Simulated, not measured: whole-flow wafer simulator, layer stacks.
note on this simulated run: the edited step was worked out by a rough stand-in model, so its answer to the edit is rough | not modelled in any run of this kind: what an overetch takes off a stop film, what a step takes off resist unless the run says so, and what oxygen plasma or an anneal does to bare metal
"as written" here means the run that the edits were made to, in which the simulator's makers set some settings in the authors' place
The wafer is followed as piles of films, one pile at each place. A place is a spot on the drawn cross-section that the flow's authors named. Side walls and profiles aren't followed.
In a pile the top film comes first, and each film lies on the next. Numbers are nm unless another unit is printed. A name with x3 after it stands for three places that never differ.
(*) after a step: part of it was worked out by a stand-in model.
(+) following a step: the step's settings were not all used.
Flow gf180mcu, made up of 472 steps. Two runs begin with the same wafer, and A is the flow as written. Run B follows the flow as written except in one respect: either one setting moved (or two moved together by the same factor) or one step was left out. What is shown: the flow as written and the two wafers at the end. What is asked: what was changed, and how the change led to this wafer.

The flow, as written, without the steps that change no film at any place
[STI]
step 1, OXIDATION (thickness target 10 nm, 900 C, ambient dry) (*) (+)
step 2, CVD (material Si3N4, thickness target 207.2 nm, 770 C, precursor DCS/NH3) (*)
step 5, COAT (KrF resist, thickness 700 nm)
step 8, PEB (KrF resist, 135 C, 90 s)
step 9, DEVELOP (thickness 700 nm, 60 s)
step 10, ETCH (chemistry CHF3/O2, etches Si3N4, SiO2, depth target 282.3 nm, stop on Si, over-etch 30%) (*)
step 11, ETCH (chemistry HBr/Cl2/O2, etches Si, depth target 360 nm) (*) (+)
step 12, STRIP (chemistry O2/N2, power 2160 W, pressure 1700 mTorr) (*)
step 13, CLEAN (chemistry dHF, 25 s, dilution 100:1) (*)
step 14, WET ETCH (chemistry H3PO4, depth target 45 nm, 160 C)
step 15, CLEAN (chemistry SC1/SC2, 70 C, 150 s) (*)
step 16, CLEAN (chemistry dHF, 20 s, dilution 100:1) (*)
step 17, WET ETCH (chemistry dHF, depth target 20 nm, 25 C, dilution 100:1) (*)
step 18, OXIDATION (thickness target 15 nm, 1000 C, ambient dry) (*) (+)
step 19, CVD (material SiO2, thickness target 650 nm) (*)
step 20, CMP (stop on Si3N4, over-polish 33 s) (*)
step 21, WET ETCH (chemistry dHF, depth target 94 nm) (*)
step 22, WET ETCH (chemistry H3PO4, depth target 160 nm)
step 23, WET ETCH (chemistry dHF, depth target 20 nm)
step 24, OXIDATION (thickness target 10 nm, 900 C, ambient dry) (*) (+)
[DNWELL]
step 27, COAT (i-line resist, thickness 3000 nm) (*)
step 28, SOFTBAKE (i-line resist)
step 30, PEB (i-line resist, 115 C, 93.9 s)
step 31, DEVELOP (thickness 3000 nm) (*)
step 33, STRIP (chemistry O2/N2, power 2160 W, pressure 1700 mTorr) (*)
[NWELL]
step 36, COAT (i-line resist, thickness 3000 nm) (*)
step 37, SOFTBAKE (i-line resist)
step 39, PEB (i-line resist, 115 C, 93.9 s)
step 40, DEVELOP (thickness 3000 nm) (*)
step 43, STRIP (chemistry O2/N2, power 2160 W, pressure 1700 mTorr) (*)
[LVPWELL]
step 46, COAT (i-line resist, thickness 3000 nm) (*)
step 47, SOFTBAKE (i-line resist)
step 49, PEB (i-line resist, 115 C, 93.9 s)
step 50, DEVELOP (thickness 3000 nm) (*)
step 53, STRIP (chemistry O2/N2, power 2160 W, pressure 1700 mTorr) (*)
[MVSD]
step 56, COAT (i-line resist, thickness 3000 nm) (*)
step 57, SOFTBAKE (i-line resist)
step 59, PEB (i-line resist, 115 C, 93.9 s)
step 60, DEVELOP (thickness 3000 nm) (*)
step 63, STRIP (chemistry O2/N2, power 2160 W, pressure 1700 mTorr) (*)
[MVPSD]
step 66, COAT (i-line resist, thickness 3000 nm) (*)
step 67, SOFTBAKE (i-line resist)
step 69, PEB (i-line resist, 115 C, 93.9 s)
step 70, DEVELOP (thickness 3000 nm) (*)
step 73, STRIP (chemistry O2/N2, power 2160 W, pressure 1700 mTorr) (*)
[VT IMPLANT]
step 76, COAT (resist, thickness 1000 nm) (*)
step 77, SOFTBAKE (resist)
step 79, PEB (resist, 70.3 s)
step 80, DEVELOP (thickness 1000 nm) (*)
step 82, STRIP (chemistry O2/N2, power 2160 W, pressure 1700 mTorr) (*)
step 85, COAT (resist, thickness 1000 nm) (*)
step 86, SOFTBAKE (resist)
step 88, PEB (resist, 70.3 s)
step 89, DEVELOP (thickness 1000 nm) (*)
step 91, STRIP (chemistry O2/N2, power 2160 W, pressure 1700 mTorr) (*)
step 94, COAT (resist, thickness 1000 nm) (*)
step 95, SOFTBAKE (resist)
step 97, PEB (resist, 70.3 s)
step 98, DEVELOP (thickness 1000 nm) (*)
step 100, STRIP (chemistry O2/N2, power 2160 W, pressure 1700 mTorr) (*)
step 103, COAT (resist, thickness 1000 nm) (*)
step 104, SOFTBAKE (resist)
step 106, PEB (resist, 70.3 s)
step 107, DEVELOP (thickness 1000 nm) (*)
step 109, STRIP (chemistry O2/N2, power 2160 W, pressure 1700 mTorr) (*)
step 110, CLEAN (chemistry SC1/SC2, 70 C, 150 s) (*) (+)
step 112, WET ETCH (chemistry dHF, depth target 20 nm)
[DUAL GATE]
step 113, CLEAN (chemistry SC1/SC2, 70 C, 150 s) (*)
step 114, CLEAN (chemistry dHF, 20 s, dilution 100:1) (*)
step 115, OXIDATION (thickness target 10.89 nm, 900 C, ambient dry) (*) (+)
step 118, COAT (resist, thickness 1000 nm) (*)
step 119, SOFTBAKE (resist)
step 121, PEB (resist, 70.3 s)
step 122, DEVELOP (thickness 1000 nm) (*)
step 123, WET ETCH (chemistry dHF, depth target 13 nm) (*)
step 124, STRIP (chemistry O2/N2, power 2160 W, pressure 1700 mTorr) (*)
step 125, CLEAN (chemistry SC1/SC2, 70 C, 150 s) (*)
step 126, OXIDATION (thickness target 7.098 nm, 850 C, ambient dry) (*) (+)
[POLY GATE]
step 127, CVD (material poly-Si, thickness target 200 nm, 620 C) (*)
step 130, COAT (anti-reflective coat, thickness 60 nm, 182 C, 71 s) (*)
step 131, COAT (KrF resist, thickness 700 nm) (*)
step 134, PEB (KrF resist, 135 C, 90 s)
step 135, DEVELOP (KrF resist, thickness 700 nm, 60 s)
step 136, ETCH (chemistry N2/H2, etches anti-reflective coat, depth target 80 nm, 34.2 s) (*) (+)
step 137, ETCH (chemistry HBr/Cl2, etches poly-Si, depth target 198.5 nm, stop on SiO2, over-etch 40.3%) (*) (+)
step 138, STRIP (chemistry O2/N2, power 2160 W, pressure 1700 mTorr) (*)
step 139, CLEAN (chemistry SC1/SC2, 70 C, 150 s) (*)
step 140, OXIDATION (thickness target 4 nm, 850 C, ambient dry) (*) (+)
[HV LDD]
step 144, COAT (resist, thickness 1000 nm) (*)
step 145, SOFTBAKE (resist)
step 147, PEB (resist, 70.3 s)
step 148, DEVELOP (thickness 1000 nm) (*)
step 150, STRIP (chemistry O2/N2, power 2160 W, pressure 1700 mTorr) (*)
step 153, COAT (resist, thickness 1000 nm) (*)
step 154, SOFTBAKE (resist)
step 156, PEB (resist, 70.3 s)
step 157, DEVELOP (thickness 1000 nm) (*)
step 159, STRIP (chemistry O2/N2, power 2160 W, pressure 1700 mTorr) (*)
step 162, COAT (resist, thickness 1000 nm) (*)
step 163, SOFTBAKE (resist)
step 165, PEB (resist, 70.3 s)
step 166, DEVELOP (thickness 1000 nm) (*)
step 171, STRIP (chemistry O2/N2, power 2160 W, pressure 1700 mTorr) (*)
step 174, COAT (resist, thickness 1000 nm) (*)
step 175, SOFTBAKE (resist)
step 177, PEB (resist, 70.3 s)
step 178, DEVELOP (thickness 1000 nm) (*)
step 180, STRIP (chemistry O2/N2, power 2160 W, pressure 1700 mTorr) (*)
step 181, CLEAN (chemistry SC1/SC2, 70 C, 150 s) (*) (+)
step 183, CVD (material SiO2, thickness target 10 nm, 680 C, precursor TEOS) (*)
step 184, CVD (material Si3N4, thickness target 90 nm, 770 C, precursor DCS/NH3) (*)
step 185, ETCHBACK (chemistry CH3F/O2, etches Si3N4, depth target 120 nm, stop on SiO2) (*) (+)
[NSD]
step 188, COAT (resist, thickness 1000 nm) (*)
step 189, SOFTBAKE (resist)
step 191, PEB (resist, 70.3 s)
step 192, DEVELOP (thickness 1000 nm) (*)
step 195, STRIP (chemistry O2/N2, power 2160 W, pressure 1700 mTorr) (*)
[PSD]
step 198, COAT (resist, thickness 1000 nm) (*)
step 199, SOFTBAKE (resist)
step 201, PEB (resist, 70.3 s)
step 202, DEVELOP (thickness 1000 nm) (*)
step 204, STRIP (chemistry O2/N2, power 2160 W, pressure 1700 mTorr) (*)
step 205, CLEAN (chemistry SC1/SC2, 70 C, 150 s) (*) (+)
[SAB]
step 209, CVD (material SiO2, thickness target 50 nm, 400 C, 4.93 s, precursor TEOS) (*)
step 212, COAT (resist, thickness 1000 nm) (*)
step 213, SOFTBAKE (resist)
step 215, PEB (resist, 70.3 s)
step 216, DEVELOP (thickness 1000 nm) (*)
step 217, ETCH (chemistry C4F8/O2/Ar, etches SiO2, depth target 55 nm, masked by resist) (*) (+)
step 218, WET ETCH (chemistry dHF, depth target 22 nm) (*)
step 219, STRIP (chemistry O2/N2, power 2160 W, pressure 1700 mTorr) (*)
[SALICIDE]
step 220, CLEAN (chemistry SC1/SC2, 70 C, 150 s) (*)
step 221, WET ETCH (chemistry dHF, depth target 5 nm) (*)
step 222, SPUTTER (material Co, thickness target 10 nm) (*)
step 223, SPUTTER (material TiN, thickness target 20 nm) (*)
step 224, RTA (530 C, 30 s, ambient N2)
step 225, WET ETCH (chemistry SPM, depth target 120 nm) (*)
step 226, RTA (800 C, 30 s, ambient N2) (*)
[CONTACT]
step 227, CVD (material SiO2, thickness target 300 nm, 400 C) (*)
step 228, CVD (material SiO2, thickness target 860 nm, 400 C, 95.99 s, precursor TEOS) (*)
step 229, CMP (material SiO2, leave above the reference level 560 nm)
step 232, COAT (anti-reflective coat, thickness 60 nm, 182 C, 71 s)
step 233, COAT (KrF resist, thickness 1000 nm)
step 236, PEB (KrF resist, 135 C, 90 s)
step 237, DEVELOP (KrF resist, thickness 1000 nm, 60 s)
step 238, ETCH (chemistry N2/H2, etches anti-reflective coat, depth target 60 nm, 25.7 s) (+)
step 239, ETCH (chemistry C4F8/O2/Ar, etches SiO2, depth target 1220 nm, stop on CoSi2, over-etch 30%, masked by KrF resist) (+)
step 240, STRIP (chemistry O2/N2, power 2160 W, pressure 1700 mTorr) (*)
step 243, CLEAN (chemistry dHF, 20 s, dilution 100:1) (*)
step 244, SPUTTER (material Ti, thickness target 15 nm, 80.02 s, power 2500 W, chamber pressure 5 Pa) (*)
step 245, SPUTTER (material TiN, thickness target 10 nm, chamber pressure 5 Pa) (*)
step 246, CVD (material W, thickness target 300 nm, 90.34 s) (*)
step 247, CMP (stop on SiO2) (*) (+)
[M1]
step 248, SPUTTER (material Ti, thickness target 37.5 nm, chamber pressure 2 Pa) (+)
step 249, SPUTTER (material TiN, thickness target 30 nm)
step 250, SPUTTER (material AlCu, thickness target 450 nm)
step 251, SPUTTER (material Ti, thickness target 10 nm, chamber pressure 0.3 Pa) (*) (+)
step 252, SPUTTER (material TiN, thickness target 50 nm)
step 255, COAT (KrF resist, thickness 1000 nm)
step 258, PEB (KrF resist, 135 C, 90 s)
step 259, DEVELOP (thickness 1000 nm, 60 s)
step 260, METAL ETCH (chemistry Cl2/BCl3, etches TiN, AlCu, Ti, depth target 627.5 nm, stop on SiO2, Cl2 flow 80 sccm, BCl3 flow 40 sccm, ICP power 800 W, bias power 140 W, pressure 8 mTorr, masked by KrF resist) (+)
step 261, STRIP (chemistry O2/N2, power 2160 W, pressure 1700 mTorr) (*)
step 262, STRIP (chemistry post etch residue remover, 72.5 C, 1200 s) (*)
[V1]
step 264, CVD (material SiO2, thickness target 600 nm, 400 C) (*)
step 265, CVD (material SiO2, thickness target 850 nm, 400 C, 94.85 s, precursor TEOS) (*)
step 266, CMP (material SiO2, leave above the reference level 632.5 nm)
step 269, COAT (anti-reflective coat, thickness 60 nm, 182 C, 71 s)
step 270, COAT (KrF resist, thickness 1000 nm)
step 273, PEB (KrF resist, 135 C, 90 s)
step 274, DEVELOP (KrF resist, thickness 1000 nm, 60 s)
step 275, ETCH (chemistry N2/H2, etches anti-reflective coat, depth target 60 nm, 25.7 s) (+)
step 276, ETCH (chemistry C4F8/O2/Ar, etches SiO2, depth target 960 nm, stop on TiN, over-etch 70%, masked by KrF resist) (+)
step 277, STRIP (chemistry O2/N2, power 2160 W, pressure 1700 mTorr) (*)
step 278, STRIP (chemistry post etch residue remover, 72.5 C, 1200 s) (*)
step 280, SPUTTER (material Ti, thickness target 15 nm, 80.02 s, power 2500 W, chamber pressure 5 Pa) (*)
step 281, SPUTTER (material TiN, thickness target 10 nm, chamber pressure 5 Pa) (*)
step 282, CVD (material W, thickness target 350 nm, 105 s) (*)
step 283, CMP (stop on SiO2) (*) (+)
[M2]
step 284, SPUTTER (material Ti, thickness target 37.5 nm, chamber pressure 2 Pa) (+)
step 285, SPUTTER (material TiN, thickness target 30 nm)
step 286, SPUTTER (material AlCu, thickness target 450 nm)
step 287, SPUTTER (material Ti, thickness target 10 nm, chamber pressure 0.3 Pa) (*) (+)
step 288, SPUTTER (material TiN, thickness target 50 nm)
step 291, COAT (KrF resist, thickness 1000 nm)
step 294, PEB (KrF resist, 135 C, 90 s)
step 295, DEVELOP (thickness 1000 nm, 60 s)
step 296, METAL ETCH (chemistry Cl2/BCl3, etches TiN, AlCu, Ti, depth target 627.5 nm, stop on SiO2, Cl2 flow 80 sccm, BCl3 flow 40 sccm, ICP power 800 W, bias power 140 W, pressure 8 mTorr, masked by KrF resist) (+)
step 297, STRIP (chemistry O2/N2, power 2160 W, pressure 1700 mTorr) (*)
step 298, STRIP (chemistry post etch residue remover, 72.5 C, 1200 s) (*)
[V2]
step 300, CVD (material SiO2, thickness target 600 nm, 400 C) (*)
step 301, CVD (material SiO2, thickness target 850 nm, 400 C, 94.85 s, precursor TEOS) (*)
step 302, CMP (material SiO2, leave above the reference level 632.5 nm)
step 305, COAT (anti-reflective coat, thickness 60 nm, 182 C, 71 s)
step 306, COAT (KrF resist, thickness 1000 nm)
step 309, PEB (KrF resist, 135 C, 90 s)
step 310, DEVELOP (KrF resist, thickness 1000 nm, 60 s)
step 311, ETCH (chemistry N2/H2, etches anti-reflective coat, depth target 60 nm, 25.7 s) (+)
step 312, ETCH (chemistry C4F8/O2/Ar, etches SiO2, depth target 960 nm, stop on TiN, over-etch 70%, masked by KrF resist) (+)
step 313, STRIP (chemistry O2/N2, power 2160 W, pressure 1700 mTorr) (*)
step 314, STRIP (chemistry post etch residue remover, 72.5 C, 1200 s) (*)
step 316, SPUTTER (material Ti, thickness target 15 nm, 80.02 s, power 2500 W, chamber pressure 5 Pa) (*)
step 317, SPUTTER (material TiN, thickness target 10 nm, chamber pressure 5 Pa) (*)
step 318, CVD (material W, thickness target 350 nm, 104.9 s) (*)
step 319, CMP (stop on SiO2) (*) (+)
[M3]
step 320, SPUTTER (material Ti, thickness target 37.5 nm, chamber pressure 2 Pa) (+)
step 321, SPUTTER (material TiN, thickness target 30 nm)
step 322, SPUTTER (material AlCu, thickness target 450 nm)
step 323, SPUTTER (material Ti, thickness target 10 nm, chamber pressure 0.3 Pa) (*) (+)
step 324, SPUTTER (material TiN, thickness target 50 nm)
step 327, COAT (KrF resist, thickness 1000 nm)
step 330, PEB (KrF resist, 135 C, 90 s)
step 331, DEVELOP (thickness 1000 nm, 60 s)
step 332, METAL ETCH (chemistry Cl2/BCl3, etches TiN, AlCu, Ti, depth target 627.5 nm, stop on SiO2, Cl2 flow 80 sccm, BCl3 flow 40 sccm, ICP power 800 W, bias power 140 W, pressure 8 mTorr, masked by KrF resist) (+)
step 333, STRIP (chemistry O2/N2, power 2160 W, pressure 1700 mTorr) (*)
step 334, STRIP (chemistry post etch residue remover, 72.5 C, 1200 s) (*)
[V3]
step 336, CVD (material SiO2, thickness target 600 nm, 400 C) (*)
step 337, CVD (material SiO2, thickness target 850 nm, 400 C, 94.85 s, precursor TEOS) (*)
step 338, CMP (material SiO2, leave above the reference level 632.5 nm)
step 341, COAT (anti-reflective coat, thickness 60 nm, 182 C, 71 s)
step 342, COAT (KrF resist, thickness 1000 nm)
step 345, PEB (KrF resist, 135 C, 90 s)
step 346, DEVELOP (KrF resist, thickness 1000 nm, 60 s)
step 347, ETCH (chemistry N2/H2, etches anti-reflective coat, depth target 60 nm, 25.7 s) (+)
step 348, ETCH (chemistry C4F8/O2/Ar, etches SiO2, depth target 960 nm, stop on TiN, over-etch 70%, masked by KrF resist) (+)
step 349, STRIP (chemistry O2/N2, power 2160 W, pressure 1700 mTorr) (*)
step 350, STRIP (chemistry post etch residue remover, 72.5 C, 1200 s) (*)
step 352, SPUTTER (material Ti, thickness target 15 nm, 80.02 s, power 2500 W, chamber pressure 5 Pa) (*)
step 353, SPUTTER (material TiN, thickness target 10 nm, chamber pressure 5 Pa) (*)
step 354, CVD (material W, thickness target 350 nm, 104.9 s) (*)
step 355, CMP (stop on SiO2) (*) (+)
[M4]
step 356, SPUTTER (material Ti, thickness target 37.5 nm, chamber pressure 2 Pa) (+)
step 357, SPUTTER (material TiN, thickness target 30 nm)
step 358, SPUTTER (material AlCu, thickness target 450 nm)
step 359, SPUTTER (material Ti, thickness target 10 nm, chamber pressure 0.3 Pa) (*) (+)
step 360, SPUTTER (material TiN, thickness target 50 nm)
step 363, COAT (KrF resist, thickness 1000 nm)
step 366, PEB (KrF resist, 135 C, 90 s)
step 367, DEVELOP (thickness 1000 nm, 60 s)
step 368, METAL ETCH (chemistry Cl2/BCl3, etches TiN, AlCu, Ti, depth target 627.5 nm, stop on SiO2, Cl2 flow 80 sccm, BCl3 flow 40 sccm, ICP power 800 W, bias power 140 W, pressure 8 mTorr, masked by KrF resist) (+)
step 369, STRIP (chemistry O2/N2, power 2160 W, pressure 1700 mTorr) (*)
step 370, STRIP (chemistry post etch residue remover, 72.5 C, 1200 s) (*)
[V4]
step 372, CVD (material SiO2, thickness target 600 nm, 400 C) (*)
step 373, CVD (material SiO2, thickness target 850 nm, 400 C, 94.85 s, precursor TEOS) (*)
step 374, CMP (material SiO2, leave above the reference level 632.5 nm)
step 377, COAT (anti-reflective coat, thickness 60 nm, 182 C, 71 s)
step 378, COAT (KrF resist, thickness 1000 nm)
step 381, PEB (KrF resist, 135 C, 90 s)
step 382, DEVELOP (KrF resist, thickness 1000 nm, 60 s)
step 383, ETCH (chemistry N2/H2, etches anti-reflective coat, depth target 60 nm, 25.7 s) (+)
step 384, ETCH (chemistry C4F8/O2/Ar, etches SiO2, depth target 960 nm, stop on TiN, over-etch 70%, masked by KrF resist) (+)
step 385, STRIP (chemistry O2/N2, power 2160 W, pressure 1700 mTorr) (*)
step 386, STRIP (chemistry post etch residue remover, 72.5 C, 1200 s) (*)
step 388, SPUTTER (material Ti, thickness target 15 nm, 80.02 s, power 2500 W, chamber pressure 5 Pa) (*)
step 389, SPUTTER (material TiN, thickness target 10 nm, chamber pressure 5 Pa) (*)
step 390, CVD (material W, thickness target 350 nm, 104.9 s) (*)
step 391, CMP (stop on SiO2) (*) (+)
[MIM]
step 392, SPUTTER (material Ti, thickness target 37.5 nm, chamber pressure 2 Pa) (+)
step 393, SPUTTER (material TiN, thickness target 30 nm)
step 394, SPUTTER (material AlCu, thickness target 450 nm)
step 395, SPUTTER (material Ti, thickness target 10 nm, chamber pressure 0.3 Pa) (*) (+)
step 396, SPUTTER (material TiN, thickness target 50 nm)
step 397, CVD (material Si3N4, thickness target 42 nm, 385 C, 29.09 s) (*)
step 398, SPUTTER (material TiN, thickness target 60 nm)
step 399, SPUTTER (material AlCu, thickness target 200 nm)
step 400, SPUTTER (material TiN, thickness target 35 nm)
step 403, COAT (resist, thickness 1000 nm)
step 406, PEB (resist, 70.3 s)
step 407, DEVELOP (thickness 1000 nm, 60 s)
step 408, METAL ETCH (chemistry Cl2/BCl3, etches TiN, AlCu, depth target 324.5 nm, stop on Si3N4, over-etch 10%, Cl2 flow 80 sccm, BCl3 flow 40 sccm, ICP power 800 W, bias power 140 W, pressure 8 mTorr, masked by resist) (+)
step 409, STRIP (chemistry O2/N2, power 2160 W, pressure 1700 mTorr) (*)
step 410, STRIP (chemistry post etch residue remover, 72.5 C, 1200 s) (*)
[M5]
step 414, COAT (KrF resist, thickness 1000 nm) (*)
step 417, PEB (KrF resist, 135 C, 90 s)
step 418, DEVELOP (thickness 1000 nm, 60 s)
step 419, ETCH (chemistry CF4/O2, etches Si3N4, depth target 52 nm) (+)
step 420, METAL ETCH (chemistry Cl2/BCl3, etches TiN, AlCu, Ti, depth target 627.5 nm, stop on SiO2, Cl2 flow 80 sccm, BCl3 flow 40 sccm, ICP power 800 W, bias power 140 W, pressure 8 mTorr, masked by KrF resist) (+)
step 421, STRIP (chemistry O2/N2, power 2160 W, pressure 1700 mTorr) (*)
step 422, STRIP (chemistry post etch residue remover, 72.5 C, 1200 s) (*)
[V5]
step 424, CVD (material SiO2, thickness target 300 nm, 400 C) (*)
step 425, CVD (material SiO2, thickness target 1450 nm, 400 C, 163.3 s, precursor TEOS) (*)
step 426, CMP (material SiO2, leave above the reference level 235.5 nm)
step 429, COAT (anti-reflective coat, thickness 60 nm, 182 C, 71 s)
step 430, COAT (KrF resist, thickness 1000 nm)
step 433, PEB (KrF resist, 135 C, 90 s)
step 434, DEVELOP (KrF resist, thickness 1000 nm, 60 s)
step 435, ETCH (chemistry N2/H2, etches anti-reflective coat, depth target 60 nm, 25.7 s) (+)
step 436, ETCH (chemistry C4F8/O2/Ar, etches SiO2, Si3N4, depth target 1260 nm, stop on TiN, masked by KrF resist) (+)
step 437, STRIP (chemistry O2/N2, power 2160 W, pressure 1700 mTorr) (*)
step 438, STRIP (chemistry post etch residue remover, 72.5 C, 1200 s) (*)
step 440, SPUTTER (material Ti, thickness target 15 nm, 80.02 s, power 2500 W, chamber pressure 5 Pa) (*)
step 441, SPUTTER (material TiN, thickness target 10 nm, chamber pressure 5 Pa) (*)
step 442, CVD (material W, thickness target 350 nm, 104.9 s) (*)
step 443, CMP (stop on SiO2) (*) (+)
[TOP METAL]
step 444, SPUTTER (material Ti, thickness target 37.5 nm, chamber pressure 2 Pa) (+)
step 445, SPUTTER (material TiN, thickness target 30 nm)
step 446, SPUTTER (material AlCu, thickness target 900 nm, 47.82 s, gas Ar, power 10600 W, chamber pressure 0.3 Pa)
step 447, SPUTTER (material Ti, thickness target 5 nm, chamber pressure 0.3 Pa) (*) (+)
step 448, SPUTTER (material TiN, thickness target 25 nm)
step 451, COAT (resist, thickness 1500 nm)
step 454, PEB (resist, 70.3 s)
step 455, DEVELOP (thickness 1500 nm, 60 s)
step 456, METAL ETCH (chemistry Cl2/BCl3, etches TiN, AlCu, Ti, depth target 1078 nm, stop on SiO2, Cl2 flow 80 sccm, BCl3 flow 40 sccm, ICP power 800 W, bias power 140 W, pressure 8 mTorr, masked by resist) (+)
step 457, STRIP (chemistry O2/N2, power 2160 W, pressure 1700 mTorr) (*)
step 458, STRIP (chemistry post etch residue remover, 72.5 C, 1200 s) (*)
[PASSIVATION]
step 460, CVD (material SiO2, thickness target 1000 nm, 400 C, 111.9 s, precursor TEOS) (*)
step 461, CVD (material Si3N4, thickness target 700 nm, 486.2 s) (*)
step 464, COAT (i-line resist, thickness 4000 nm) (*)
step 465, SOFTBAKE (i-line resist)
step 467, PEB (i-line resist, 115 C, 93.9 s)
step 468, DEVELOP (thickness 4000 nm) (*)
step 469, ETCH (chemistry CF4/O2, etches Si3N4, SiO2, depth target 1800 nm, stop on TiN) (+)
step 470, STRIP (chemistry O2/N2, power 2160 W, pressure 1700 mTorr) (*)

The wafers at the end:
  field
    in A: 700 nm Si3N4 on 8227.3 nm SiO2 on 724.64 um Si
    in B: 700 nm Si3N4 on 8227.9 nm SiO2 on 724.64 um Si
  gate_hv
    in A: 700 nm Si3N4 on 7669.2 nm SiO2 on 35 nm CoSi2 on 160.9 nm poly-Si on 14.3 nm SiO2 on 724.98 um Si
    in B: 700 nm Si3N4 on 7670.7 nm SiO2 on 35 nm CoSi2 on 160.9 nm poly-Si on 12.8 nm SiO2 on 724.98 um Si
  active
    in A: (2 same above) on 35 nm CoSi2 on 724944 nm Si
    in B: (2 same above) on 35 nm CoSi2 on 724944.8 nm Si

What caused this: step 115, OXIDATION: thickness target 9.254 nm was run, whereas the flow has thickness target 10.89 nm.

Step by step, how the change led to this:
  step 115, OXIDATION (thickness target 10.89 nm, 900 C, ambient dry) (*) (+)
      active, n_well, p_well and 40 more: A +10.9 SiO2 (new film), -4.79 Si | B +9.25 SiO2 (new film), -4.07 Si
  step 123, WET ETCH (chemistry dHF, depth target 13 nm) (*)
      active, n_well, p_well and 12 more: A -10.9 SiO2 (all of it) | B -9.25 SiO2 (all of it)
  step 189, SOFTBAKE (resist)
      nw_enc_fld_lv__w3: A +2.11 resist | B -1.61 resist
  step 199, SOFTBAKE (resist)
      nw_enc_fld_lv__w3: A +2.11 resist | B -1.61 resist
  step 218, WET ETCH (chemistry dHF, depth target 22 nm) (*)
      ldn_tap, ldn_src, ldn_drn, ldp_tap, ldp_src, ldp_drn, ldp_gr: A -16 SiO2 (all of it) | B -14.6 SiO2 (all of it)
      ld_drn_n, ld_sd_p: A -14.8 SiO2 (all of it) | B -13.4 SiO2 (all of it)
      (and at 5 other places as well)
  step 223, SPUTTER (material TiN, thickness target 20 nm) (*)
      field__w12: A +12 TiN (new film) | B +12.6 TiN (new film)
  step 225, WET ETCH (chemistry SPM, depth target 120 nm) (*)
      field__w12: A -12 TiN (all of it), -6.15 Co (all of it) | B -12.6 TiN (all of it), -6.15 Co (all of it)
